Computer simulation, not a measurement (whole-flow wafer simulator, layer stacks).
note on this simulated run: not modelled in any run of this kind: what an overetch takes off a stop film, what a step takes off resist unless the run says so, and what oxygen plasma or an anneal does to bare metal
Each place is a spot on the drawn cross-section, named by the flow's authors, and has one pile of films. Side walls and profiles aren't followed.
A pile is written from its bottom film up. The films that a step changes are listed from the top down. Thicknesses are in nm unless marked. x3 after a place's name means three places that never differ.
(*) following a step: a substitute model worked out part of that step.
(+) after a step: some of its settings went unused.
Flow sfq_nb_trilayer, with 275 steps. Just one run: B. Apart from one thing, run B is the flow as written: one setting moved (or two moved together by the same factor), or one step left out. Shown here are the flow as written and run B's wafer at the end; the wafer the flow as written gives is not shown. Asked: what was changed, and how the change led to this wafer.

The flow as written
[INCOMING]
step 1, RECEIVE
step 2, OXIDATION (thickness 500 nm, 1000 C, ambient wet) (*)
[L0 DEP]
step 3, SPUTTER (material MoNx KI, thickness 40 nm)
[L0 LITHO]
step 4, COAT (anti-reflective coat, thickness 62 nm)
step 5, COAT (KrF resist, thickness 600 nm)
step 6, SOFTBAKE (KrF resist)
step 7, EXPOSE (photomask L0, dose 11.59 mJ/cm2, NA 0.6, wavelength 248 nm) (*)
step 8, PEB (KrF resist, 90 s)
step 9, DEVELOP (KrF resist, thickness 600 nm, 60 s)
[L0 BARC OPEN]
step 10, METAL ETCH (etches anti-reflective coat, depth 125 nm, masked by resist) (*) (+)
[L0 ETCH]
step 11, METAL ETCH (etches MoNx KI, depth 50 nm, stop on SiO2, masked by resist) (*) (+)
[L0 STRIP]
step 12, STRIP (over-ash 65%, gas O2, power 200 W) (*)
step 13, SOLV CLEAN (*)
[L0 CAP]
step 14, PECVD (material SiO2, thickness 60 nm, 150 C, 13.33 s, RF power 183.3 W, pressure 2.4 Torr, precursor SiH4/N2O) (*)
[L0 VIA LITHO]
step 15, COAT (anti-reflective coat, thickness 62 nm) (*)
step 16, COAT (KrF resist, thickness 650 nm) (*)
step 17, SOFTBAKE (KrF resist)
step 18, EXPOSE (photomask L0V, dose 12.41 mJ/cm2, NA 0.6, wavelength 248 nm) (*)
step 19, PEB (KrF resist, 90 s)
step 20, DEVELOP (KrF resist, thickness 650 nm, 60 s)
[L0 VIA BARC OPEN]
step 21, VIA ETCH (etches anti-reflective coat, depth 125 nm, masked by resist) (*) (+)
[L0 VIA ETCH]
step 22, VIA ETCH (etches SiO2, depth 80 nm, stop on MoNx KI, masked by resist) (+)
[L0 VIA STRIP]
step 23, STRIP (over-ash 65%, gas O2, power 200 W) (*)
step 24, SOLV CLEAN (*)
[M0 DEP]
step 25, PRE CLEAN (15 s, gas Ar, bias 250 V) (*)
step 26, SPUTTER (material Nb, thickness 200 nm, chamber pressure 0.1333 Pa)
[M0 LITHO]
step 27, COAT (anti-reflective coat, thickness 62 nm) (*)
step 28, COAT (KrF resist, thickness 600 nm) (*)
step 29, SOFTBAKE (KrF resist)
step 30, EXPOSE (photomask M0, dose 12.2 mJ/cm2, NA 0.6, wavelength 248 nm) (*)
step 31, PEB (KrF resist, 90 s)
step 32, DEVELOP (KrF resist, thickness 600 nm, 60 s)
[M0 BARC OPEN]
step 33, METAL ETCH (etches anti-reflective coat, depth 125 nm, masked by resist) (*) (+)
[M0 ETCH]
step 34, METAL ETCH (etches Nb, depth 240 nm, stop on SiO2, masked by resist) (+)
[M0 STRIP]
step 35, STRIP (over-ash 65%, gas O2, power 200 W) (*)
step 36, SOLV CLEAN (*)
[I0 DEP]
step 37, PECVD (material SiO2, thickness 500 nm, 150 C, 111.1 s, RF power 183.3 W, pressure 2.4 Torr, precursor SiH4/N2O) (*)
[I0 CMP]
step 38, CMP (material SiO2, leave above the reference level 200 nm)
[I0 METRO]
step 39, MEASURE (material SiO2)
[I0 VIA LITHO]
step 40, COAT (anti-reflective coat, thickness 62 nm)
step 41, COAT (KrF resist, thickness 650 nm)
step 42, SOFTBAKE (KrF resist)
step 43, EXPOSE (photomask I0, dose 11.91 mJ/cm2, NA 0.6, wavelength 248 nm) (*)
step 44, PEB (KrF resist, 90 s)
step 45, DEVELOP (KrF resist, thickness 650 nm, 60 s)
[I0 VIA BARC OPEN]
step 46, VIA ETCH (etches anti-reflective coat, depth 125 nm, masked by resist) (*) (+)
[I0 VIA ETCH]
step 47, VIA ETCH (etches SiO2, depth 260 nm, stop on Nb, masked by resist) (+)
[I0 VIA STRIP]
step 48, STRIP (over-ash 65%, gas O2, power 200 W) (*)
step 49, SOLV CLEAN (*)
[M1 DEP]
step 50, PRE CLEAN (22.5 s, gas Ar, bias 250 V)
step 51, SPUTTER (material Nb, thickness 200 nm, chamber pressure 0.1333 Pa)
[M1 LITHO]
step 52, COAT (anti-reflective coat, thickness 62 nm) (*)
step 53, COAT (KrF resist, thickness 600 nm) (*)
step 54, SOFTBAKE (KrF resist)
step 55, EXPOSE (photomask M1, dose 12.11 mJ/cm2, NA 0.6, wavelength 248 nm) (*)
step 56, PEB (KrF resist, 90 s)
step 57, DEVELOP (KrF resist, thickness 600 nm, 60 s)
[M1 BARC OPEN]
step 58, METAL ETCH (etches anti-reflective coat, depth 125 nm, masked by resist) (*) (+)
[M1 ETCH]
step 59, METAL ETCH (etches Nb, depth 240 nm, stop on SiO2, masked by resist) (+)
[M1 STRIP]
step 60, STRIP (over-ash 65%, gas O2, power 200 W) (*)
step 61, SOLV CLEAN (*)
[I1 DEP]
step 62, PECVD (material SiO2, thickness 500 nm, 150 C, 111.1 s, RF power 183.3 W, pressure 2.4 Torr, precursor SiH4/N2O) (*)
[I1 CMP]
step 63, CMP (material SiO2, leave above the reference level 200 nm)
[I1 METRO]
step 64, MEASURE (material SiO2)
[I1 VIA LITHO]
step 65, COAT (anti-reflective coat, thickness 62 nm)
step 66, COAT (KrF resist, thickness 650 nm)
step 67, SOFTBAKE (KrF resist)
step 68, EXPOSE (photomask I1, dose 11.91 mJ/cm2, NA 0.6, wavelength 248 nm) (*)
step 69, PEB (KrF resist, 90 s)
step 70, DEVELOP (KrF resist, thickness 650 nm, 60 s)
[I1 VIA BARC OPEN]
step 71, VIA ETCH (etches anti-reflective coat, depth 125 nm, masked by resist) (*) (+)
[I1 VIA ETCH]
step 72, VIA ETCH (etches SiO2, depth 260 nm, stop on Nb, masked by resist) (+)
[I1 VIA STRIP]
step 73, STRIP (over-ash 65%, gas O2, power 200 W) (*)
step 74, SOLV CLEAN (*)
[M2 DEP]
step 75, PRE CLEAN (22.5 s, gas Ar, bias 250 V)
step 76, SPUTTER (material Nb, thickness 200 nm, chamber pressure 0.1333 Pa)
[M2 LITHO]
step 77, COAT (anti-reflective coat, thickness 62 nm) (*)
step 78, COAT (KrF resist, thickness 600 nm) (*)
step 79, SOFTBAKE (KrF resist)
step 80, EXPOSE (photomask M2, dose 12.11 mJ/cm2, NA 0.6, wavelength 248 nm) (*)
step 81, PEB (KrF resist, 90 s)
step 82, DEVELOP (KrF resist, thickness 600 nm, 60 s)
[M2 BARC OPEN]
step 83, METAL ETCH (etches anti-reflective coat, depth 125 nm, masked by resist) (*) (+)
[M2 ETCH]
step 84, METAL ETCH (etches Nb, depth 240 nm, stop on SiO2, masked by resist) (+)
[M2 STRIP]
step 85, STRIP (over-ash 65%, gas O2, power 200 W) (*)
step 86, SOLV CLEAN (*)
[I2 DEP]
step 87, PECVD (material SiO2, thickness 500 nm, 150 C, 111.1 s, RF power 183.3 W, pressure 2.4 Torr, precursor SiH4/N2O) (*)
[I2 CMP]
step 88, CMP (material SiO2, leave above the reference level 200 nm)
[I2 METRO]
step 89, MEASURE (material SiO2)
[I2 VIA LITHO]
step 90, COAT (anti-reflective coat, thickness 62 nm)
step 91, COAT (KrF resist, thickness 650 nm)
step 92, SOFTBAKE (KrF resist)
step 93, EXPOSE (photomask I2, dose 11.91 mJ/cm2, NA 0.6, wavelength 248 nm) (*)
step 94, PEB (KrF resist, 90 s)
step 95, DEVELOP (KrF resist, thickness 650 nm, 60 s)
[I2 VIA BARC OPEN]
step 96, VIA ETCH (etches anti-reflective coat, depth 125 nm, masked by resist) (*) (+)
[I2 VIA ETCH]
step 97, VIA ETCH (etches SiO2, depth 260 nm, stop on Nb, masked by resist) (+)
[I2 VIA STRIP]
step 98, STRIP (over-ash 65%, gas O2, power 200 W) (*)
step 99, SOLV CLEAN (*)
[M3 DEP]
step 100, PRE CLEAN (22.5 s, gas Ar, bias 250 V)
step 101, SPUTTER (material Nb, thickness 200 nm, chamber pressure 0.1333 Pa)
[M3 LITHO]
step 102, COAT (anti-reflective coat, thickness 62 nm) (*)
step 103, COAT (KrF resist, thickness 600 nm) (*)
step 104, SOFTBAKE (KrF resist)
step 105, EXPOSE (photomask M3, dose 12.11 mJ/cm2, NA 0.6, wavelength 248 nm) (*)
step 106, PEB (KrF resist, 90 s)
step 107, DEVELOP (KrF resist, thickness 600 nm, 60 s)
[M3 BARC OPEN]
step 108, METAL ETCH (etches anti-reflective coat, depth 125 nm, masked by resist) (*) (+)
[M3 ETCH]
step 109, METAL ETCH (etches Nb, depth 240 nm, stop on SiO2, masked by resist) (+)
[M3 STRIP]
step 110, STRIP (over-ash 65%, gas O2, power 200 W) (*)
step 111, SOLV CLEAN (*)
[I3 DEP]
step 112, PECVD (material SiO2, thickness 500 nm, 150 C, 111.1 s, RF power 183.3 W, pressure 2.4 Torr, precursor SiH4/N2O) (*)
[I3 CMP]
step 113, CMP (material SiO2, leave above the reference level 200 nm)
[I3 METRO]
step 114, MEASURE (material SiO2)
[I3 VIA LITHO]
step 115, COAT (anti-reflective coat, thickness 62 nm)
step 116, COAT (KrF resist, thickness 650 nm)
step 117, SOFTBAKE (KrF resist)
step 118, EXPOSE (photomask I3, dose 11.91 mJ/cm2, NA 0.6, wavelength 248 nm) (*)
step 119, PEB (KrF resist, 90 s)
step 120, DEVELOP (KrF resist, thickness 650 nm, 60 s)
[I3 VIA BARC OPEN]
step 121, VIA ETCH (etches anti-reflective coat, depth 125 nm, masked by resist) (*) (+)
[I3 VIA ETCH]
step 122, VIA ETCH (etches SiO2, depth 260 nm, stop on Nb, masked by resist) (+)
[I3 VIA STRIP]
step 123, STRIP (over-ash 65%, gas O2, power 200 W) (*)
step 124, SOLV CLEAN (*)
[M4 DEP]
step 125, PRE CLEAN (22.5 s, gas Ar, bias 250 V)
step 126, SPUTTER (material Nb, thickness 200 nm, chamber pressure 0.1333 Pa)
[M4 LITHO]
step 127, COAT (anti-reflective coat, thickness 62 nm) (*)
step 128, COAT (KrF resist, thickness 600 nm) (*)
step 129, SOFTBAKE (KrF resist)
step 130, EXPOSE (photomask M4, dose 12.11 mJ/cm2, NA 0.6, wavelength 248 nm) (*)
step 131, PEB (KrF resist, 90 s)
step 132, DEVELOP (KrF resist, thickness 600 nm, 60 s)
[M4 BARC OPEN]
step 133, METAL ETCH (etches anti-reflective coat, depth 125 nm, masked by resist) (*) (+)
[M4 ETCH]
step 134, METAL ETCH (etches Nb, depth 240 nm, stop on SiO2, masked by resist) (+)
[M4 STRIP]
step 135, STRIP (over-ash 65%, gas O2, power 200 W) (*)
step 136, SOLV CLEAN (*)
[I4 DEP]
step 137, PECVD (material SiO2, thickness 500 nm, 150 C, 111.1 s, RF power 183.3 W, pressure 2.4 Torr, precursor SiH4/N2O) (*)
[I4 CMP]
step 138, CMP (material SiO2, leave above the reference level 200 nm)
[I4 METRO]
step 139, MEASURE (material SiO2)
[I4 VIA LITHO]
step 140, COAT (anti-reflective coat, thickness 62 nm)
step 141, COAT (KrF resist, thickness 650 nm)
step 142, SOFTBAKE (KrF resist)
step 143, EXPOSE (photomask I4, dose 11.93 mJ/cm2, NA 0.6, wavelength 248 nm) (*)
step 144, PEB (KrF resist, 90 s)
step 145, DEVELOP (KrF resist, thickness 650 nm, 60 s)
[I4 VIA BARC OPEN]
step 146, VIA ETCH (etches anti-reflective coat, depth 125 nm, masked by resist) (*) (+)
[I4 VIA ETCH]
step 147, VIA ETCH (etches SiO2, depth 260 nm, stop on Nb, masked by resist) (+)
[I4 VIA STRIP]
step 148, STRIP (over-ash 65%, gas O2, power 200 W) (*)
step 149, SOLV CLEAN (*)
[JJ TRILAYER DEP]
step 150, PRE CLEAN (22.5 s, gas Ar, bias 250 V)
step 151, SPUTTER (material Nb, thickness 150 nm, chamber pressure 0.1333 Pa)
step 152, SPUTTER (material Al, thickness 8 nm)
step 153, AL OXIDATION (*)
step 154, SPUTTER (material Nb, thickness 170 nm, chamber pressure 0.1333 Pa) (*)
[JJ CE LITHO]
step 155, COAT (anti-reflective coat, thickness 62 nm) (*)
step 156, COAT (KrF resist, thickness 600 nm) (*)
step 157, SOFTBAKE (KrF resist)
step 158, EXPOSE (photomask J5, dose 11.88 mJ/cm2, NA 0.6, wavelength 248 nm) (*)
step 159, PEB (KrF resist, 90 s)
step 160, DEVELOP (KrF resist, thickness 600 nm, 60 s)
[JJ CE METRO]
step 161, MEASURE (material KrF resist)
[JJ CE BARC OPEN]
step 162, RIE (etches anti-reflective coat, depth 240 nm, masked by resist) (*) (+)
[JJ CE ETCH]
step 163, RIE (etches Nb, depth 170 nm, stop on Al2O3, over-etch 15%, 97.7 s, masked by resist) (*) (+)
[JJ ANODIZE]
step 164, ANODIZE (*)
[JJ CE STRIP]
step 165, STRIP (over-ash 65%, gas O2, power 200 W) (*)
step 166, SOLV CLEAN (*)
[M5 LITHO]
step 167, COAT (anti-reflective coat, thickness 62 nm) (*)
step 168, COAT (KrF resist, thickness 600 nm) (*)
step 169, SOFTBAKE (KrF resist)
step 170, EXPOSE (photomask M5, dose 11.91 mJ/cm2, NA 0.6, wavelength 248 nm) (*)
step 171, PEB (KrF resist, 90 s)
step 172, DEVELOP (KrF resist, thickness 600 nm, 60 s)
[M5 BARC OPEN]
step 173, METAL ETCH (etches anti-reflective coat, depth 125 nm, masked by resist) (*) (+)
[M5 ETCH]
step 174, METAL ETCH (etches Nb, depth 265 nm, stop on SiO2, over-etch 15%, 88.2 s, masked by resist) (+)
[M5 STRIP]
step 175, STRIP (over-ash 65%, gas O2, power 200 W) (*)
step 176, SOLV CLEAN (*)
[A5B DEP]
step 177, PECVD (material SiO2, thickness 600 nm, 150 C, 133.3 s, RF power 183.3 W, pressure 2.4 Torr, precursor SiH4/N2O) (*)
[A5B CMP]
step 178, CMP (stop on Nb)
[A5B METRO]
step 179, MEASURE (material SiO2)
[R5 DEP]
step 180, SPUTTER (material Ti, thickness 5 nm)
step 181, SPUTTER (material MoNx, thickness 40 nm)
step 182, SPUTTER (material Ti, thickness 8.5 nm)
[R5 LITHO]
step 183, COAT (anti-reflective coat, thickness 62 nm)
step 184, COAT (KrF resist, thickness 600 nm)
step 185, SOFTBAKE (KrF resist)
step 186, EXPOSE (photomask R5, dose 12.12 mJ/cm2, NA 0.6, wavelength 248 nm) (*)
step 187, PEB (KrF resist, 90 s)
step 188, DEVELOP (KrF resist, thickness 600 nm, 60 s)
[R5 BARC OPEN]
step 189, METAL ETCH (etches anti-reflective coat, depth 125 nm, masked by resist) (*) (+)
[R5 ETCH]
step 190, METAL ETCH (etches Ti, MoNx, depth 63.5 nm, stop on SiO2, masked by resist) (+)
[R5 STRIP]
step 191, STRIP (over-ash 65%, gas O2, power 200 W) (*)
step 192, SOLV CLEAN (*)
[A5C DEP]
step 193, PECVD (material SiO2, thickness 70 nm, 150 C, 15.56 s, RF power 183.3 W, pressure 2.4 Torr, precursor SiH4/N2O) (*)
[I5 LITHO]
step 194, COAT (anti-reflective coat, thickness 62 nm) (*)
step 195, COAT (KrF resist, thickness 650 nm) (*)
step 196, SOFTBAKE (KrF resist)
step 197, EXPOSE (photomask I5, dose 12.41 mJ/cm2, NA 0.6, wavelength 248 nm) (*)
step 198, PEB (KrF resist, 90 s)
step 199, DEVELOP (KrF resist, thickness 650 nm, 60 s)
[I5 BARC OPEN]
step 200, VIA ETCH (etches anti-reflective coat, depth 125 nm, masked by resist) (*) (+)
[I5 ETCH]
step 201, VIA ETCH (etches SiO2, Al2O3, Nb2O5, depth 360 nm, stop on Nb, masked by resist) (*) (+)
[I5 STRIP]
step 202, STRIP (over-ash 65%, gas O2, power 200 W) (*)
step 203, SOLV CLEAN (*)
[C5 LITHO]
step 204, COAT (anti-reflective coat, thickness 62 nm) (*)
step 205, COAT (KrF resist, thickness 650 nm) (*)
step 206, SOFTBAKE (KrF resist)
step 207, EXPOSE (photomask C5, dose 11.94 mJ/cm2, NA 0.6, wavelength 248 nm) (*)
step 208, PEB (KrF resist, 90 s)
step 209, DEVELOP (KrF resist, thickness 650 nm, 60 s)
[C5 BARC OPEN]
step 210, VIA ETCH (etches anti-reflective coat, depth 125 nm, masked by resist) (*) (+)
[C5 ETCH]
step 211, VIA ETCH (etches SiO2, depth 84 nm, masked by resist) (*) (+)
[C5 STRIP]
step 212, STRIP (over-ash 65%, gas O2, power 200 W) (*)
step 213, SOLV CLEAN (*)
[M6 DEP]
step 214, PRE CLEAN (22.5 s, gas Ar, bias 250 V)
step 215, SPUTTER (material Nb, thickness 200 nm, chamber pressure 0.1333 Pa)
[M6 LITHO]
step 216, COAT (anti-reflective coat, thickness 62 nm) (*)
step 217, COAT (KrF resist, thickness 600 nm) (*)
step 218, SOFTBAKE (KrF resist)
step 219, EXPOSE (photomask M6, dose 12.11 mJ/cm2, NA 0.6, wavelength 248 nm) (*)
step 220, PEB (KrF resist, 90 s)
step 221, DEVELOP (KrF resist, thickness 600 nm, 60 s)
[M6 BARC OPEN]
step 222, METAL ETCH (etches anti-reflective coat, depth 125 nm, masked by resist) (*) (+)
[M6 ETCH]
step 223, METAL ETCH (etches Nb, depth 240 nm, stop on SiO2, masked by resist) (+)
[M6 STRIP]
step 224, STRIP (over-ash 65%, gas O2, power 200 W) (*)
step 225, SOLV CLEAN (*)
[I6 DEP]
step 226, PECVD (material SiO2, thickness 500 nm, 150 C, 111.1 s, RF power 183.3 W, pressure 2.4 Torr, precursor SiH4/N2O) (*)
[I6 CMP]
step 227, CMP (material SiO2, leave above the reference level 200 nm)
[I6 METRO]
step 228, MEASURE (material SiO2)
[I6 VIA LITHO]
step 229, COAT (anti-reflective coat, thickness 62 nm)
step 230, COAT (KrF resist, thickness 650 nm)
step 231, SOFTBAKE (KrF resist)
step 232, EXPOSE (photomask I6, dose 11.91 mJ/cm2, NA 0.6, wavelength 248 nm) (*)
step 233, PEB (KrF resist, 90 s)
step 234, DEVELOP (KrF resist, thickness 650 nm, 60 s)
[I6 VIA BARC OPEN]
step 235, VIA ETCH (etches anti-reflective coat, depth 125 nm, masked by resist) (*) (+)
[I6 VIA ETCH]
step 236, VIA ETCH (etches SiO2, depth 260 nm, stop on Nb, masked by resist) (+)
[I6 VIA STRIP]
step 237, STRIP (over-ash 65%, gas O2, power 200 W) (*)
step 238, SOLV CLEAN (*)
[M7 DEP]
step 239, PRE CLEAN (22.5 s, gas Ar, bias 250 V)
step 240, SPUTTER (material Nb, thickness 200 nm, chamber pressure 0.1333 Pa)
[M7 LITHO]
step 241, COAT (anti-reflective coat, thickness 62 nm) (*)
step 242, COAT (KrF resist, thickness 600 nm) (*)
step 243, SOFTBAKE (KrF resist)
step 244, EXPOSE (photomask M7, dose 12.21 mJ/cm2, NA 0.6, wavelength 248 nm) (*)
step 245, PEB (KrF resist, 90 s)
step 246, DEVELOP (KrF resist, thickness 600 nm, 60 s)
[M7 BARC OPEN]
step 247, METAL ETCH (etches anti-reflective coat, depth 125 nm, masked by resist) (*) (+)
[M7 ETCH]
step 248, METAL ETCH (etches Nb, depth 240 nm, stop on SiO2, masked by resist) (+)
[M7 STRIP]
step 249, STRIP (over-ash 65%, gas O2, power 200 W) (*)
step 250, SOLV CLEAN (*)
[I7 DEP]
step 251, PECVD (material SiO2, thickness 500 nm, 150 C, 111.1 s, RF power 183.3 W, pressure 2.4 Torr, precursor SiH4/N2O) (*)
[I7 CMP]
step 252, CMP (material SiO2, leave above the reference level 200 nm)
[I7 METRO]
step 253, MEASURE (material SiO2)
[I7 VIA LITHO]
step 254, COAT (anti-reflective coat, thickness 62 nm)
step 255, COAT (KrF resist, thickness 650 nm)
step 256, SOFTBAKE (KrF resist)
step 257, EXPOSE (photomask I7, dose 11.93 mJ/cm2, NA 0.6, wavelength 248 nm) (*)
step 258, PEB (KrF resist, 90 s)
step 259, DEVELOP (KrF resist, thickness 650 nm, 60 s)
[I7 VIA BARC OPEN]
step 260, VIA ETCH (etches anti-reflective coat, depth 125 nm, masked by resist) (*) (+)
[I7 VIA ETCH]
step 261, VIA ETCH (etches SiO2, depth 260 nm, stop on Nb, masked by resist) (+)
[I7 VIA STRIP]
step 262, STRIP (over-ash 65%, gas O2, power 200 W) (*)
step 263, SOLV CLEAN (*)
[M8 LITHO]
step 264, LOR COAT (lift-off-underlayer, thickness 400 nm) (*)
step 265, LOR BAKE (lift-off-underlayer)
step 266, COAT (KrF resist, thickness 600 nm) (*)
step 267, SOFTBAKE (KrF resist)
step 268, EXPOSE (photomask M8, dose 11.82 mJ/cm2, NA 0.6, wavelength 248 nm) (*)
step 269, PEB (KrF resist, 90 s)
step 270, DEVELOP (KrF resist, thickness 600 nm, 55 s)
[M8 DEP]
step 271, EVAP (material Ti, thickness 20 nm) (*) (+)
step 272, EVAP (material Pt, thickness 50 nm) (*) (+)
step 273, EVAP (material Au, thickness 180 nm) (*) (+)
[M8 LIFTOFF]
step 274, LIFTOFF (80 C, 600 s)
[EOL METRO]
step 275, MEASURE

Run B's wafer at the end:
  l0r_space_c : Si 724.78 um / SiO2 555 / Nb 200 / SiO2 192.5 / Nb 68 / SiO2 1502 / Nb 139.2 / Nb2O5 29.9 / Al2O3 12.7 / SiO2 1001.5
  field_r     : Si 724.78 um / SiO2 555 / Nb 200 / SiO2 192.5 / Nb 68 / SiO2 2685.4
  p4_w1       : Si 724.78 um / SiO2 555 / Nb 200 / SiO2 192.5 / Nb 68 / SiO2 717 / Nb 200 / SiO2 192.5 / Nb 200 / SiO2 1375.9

The reason: step 59, METAL ETCH: depth 132 nm was run, while the flow as written has depth 240 nm.

How this came from the change, step by step:
  step 59, METAL ETCH (etches Nb, depth 240 nm, stop on SiO2, masked by resist) (+)
      field_l, be, be_sur and 79 more: Nb loses 132 (in the flow as written it would be: Nb loses 200 (all of it))
      v_sur, via_wl, via_w and 21 more: KrF resist loses 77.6 (in the flow as written it would be: KrF resist loses 141.2)
  step 60, STRIP (over-ash 65%, gas O2, power 200 W) (*)
      wl_j_sl, wl_jj, wl_j_sr and 13 more: KrF resist loses 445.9 (all of it), anti-reflective coat loses 62 (all of it) (in the flow as written it would be: KrF resist loses 382.4 (all of it), anti-reflective coat loses 62 (all of it))
      v_sur: KrF resist loses 429.4 (all of it), anti-reflective coat loses 61.1 (all of it) (in the flow as written it would be: KrF resist loses 365.9 (all of it), anti-reflective coat loses 61.1 (all of it))
      (as well as at 7 more places)
  step 62, PECVD (material SiO2, thickness 500 nm, 150 C, 111.1 s, RF power 183.3 W, pressure 2.4 Torr, precursor SiH4/N2O) (*)
      field_l, be, be_sur and 72 more: SiO2 gains 500 (new film) (in the flow as written it would be: SiO2 gains 500)
      lsp_m, ln_m6, lsp_r, l0_sur, l0v: SiO2 gains 500 (new film) (in the flow as written it would be: SiO2 gains 494.9)
      (as well as at 2 more places)
  step 63, CMP (material SiO2, leave above the reference level 200 nm)
      field_l, be, be_sur and 72 more: SiO2 loses 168 (in the flow as written it would be: SiO2 loses 100)
      lsp_m, ln_m6, lsp_r, l0_sur, l0v: SiO2 loses 168 (in the flow as written it would be: SiO2 loses 94.9)
      (as well as at 2 more places)
With metal films that touch counted as one body, l0r_space_c has 3 bodies (between them, from the top down: SiO2 1502; SiO2 192.5); the flow as written gives 2 bodies (between them, from the top down: SiO2 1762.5).
With metal films that touch counted as one body, field_r has 2 bodies (between them, from the top down: SiO2 192.5); the flow as written gives 1 body.
With metal films that touch counted as one body, p4_w1 has 4 bodies (between them, from the top down: SiO2 192.5; SiO2 717; SiO2 192.5); the flow as written gives 3 bodies (between them, from the top down: SiO2 192.5; SiO2 977.5).
